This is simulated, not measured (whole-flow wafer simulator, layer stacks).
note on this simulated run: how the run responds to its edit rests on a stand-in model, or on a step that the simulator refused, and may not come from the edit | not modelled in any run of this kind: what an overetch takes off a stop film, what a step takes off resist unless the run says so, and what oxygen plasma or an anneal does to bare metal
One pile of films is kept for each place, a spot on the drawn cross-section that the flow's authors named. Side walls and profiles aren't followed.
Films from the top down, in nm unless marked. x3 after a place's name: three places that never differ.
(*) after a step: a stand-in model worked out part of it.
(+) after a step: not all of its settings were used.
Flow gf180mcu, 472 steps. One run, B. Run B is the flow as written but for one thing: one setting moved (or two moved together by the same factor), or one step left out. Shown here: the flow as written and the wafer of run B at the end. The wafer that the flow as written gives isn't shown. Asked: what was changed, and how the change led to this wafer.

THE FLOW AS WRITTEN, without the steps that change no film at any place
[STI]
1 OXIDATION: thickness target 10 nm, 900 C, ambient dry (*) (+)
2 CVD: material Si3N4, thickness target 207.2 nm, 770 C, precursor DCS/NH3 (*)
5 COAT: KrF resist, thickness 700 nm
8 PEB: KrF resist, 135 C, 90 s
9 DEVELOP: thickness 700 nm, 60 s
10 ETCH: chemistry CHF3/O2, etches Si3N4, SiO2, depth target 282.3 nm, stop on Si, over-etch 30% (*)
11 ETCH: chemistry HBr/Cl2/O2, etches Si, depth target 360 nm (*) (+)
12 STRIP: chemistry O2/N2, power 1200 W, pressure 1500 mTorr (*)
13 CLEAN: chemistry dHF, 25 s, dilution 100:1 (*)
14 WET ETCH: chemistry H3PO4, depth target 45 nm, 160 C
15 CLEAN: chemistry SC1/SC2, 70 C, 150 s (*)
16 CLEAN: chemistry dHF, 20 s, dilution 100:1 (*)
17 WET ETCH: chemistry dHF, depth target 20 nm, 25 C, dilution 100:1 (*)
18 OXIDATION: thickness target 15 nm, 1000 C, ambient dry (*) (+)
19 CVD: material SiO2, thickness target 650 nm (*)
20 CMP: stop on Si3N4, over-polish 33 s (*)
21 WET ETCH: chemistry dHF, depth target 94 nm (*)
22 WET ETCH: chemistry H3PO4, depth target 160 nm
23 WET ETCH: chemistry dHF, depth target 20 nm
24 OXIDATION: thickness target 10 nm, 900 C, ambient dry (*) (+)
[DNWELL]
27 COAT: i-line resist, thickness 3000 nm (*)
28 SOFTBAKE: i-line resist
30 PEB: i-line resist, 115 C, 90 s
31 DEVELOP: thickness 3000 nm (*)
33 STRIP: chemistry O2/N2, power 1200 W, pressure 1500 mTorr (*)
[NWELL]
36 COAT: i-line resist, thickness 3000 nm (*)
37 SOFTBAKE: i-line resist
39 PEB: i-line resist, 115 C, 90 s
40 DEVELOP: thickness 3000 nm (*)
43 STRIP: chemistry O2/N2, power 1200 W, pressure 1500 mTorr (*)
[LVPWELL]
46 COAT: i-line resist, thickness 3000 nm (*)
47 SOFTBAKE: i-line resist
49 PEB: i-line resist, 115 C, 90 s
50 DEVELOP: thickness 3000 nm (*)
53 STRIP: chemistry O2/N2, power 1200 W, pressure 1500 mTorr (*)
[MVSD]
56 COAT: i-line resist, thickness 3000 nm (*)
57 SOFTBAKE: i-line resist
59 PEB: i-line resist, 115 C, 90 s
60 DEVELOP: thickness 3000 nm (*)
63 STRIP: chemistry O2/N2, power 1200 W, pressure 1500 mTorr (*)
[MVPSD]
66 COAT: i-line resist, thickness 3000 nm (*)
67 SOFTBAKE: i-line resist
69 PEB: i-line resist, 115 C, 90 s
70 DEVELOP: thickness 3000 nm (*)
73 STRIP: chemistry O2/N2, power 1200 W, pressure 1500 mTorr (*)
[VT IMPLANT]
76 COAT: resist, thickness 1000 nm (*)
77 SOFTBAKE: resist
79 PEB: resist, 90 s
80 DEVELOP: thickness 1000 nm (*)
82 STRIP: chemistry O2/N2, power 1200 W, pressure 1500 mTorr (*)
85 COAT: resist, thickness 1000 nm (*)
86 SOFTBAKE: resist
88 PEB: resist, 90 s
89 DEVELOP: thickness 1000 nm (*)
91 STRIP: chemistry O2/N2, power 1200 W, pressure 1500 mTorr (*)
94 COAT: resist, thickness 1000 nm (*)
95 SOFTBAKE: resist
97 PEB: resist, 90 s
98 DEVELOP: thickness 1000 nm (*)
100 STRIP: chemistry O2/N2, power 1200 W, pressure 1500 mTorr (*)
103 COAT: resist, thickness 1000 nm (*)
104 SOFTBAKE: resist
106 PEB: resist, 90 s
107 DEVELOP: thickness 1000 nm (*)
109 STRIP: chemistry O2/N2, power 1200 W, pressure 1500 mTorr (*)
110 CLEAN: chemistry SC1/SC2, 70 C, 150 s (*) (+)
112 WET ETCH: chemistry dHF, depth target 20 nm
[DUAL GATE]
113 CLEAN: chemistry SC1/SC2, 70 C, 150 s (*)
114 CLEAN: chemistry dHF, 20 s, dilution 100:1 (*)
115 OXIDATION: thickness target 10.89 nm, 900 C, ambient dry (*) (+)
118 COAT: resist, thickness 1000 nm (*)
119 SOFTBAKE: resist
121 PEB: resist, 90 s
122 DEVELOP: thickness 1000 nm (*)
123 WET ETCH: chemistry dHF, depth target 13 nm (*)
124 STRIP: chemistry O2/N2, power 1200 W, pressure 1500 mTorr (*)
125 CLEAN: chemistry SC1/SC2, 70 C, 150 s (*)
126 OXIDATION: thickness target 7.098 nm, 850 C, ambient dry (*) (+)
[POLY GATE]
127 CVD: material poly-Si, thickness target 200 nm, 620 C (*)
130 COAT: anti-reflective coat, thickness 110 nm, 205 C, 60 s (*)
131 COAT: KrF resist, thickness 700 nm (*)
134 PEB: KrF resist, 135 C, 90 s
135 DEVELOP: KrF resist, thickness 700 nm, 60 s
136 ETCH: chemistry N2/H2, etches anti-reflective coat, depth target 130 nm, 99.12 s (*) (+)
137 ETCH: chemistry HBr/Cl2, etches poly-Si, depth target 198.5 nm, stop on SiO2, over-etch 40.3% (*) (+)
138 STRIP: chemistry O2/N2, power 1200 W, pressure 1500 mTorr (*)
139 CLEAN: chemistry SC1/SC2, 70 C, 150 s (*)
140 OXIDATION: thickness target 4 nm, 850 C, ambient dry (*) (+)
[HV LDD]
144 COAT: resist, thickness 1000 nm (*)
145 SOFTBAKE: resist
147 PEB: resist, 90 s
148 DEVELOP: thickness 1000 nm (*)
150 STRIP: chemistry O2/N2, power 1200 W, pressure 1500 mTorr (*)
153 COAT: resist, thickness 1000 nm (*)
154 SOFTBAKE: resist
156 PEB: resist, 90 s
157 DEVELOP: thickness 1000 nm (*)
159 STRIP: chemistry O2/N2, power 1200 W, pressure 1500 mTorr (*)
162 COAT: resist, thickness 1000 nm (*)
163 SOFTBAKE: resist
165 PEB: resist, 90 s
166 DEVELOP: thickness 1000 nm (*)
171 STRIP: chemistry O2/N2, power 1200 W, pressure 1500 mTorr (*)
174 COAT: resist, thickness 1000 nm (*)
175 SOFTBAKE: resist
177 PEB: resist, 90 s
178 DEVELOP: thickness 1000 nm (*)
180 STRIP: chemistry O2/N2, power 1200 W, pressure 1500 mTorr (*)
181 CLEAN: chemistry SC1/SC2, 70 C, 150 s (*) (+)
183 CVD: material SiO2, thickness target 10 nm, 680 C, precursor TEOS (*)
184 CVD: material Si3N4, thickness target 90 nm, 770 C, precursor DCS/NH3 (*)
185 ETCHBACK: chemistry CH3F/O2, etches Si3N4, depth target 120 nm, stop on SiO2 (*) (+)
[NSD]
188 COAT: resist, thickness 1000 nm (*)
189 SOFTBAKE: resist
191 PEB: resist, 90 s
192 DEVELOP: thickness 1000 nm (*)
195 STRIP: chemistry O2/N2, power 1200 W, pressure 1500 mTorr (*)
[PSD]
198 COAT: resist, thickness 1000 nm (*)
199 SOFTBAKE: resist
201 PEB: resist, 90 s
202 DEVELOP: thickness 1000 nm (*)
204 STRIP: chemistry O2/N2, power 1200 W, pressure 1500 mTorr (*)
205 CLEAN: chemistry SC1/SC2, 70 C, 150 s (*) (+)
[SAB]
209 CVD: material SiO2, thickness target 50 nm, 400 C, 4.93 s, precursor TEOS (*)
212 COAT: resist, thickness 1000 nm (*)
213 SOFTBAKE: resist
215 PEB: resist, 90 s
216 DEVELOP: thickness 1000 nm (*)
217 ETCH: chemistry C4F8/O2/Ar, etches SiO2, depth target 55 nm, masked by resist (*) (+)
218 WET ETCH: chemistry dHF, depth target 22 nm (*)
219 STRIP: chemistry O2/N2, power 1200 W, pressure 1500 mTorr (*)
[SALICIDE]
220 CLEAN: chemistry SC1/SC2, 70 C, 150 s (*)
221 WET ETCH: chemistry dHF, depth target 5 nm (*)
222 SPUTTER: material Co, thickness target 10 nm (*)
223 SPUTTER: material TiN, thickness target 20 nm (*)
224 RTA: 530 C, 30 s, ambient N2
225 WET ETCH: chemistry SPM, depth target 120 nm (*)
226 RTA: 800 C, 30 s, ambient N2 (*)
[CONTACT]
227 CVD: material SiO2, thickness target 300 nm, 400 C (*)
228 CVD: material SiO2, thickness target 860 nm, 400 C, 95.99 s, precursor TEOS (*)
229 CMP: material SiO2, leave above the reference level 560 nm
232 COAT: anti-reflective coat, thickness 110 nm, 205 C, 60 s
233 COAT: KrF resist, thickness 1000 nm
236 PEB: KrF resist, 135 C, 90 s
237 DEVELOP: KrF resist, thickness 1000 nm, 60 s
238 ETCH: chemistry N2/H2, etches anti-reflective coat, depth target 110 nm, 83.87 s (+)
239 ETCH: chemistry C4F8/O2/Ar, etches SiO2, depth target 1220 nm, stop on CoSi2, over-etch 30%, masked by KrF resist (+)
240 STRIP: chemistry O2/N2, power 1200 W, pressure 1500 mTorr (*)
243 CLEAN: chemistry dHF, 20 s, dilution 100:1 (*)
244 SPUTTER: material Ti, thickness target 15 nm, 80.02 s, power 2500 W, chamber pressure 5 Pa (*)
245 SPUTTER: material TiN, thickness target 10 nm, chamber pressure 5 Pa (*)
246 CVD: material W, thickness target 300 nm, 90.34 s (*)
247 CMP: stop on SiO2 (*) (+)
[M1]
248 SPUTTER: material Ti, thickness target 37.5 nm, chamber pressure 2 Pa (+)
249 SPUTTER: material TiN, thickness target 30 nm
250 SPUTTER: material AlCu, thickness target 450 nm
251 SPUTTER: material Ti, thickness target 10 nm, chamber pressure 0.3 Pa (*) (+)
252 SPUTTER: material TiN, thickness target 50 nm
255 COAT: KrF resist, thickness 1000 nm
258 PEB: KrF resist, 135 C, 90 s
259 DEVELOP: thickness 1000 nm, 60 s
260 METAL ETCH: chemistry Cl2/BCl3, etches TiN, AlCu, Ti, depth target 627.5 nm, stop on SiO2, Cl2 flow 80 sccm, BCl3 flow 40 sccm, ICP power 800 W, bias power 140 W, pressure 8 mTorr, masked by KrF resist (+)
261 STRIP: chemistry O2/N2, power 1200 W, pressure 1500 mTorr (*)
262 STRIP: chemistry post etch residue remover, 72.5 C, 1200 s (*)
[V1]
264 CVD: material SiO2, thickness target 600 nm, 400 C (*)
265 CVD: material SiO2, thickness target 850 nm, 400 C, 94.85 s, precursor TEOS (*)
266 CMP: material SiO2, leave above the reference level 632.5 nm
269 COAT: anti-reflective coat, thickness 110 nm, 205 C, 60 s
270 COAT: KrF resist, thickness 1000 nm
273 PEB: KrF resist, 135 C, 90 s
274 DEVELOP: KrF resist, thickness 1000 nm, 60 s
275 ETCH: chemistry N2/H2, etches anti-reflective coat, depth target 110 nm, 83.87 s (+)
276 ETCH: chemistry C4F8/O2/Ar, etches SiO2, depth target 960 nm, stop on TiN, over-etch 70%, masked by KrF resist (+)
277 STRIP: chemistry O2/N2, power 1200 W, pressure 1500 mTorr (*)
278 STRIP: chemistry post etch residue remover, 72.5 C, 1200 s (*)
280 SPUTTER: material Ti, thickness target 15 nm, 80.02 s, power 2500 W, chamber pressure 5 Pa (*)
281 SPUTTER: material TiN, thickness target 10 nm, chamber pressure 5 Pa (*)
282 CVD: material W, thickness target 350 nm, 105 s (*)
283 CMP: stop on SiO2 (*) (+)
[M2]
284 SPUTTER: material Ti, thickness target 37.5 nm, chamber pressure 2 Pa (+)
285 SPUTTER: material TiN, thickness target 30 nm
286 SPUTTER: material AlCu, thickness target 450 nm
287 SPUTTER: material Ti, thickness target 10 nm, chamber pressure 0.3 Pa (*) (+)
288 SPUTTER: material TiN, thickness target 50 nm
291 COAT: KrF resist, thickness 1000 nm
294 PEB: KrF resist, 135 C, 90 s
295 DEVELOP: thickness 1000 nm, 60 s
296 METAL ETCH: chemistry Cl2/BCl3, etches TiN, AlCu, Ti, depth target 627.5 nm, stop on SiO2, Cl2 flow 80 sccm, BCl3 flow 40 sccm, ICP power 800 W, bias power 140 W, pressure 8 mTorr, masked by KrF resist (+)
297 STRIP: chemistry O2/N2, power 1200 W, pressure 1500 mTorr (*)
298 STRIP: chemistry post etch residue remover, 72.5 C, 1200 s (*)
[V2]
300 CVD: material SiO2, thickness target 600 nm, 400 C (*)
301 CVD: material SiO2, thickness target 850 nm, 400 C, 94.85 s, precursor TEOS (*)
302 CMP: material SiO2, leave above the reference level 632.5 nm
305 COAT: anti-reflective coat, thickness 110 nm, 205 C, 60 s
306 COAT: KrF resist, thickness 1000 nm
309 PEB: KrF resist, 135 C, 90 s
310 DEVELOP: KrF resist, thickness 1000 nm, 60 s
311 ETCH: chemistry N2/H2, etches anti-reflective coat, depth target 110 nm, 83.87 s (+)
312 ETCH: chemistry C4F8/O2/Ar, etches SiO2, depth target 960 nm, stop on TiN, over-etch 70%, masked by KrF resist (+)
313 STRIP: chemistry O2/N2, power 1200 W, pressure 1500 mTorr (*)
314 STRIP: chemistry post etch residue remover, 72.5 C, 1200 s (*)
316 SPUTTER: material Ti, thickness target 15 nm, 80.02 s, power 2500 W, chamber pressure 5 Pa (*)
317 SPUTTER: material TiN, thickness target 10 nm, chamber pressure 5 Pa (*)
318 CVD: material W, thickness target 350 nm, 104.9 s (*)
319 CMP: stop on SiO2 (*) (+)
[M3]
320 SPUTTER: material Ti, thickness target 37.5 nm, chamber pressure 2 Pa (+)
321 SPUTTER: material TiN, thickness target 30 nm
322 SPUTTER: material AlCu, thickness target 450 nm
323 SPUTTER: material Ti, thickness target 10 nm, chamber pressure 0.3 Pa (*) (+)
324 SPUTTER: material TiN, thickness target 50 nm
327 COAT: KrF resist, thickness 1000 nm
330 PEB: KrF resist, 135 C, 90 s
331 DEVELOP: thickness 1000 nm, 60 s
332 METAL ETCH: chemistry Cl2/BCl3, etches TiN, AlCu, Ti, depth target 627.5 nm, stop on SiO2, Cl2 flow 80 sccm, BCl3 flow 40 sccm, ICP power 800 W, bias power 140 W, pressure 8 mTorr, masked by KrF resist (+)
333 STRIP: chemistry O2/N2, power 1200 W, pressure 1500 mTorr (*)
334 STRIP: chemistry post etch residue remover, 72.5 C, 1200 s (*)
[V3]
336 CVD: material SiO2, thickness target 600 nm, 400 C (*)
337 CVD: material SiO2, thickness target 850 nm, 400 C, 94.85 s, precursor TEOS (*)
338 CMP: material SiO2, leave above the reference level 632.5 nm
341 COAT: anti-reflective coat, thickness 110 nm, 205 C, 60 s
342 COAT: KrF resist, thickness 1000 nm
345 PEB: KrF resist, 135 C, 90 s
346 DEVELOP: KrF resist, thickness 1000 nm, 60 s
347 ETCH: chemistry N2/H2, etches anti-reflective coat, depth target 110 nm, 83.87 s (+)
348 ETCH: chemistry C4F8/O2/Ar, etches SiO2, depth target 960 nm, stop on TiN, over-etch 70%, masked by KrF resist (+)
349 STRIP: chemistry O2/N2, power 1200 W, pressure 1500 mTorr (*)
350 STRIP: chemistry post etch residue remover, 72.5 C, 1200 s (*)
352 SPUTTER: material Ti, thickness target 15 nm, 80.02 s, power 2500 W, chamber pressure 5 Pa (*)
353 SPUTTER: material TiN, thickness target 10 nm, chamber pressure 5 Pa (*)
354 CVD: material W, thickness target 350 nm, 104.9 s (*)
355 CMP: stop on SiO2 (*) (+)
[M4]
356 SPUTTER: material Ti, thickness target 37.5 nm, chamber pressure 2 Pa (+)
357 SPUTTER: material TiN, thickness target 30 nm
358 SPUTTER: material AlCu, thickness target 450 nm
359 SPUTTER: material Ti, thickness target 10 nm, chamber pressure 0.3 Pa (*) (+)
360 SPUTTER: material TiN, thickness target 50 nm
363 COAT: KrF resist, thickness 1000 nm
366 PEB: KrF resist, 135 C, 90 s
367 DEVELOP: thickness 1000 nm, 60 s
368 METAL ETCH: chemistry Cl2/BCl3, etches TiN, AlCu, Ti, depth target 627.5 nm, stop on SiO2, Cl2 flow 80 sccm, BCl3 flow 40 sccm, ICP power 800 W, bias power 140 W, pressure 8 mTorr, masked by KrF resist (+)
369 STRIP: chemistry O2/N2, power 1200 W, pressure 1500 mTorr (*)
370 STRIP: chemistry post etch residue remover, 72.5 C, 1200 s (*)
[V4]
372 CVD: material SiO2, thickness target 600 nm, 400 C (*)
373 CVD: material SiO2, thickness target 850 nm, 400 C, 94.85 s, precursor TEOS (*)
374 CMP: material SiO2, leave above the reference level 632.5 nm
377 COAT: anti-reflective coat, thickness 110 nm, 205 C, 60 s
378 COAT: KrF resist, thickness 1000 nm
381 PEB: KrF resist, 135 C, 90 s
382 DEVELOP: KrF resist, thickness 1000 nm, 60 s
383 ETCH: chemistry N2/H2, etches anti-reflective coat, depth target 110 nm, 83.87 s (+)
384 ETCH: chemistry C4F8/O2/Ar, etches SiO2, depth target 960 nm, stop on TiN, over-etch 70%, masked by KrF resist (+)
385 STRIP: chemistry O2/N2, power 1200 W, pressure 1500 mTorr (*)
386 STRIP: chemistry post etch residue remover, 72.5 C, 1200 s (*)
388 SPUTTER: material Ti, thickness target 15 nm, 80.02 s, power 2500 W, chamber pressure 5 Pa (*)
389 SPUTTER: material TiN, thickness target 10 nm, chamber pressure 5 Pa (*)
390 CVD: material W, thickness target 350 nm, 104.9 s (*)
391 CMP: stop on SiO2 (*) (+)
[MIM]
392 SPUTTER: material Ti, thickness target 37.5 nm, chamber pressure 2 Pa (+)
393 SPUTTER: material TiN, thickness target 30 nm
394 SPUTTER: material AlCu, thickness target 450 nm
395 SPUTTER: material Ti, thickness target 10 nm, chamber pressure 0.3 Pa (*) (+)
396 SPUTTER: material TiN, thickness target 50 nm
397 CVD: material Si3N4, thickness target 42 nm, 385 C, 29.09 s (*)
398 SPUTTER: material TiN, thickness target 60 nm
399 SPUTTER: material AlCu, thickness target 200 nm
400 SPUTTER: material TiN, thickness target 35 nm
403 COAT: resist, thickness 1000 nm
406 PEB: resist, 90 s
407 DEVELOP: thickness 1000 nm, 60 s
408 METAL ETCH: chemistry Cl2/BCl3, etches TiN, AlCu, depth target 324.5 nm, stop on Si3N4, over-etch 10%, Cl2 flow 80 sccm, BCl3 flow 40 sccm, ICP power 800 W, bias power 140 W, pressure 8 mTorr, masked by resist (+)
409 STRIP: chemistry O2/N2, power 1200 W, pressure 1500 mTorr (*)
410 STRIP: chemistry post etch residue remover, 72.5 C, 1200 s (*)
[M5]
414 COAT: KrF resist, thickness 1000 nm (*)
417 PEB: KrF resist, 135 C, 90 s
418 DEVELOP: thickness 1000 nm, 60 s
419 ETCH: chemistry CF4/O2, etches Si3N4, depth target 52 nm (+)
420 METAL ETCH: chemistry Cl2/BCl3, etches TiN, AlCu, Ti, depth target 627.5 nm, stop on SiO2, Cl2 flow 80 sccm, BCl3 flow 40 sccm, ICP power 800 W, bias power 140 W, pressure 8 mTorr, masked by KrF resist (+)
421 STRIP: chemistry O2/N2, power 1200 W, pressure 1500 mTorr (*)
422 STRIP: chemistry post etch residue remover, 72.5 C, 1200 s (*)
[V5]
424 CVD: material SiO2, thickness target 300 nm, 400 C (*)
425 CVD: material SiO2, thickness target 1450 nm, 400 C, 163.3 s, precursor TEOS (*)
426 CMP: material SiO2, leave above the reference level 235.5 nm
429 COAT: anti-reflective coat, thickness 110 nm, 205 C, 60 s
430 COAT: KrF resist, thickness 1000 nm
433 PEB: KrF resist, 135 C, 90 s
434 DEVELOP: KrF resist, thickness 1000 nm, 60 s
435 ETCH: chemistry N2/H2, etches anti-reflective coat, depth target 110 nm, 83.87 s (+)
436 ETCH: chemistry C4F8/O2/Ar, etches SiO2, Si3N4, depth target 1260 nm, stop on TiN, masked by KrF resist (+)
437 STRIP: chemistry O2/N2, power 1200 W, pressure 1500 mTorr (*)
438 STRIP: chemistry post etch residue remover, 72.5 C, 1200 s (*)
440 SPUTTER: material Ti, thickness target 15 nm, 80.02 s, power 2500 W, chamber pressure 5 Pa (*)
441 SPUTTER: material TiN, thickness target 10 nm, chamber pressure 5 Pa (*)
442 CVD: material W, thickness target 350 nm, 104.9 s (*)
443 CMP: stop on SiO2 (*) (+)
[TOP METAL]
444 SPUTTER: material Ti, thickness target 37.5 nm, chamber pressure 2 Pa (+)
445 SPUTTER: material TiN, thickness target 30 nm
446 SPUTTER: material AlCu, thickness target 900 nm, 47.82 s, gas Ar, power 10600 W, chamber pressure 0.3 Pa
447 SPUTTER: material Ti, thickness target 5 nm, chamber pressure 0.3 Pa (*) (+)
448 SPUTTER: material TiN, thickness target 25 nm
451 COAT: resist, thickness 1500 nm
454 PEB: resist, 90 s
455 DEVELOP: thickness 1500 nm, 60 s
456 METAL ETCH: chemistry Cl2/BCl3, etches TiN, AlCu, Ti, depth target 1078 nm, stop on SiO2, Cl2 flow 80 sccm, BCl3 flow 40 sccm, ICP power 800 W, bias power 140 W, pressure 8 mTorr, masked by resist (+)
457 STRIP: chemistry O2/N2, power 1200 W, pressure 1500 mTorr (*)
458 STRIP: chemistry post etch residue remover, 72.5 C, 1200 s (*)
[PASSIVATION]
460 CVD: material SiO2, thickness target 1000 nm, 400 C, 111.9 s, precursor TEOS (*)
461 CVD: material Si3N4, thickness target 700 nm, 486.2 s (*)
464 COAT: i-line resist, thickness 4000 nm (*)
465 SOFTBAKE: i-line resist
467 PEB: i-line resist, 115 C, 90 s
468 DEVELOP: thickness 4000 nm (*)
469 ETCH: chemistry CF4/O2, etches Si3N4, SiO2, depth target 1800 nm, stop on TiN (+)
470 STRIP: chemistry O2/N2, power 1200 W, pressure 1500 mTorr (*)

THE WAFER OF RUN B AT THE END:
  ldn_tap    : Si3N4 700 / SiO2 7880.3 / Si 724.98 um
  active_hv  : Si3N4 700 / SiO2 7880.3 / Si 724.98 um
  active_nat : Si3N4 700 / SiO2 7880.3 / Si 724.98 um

The cause: step 217, ETCH: chemistry C4F8/O2/Ar, etches SiO2, depth target 55 nm, masked by resist (*) (+), was left out.

How the change led to this, step by step:
  218 WET ETCH: chemistry dHF, depth target 22 nm (*)
      active, p_well, sd_n, iso_ptap_pw, iso_ntap_nw, iso_ptap_sub, vpnp_e: SiO2 -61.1 (as written it would be: SiO2 -9.01 (all of it))
      ldn_tap, ldn_src, ldn_drn, ldp_tap, ldp_src, ldp_drn, ldp_gr: SiO2 -61.1 (as written it would be: SiO2 -16 (all of it))
      (and at 86 more places)
  219 STRIP: chemistry O2/N2, power 1200 W, pressure 1500 mTorr (*)
      active, p_well, sd_n and 20 more: nothing (as written it would be: chemical SiO2 +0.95 (new film), Si -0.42)
  221 WET ETCH: chemistry dHF, depth target 5 nm (*)
      active_hv, active_nat, ld_sd_n and 11 more: SiO2 -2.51 (as written it would be: chemical SiO2 -0.76 (all of it))
      active, sd_n, iso_ntap_nw: SiO2 -2.54 (all of it) (as written it would be: chemical SiO2 -0.76 (all of it))
      (and at 6 more places)
  223 SPUTTER: material TiN, thickness target 20 nm (*)
      field__w12: TiN +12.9 (new film) (as written it would be: TiN +12 (new film))
      ld_sd_n: TiN +16.3 (new film) (as written it would be: TiN +15.5 (new film))
  224 RTA: 530 C, 30 s, ambient N2
      ldn_tap, ldn_src, ldn_drn, ldp_tap, ldp_src, ldp_drn, ldp_gr: nothing (as written it would be: under 1 film: CoSi +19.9 (new film), Co -10 (all of it), Si -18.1)
      active_hv: nothing (as written it would be: under 1 film: CoSi +19 (new film), Co -9.55 (all of it), Si -17.3)
      (and at 6 more places)
  225 WET ETCH: chemistry SPM, depth target 120 nm (*)
      ldn_tap, ldn_src, ldn_drn, ldp_tap, ldp_src, ldp_drn, ldp_gr: TiN -20 (all of it), Co -10 (all of it) (as written it would be: TiN -20 (all of it))
      active_hv: TiN -19.1 (all of it), Co -9.57 (all of it) (as written it would be: TiN -19 (all of it))
      (and at 7 more places)
  226 RTA: 800 C, 30 s, ambient N2 (*)
      ldn_tap, ldn_src, ldn_drn, ldp_tap, ldp_src, ldp_drn, ldp_gr: nothing (as written it would be: CoSi2 +35 (new film), CoSi -19.9 (all of it), Si -18.1)
      active_hv: nothing (as written it would be: CoSi2 +33.4 (new film), CoSi -19 (all of it), Si -17.3)
      (and at 6 more places)
  227 CVD: material SiO2, thickness target 300 nm, 400 C (*)
      active_hv, active_nat, ld_sd_n and 11 more: SiO2 +300 (as written it would be: SiO2 +300 (new film))
  228 CVD: material SiO2, thickness target 860 nm, 400 C, 95.99 s, precursor TEOS (*)
      ld_drift_p: SiO2 +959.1 (as written it would be: SiO2 +979.3)
  229 CMP: material SiO2, leave above the reference level 560 nm
      ldn_sep__w1, ldn_sep__w2, ldn_dft and 7 more: SiO2 -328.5 (as written it would be: SiO2 -311.1)
      sti, mim_1p0, pad, dice_street, iso_nw_fld, iso_fld_sub: SiO2 -314.3 (as written it would be: SiO2 -297)
      (and at 46 more places)
Counting metal films that touch as one body, ldn_tap has 0 bodies; the flow as written gives 1 body.
Counting metal films that touch as one body, active_hv has 0 bodies; the flow as written gives 1 body.
Counting metal films that touch as one body, active_nat has 0 bodies; the flow as written gives 1 body.
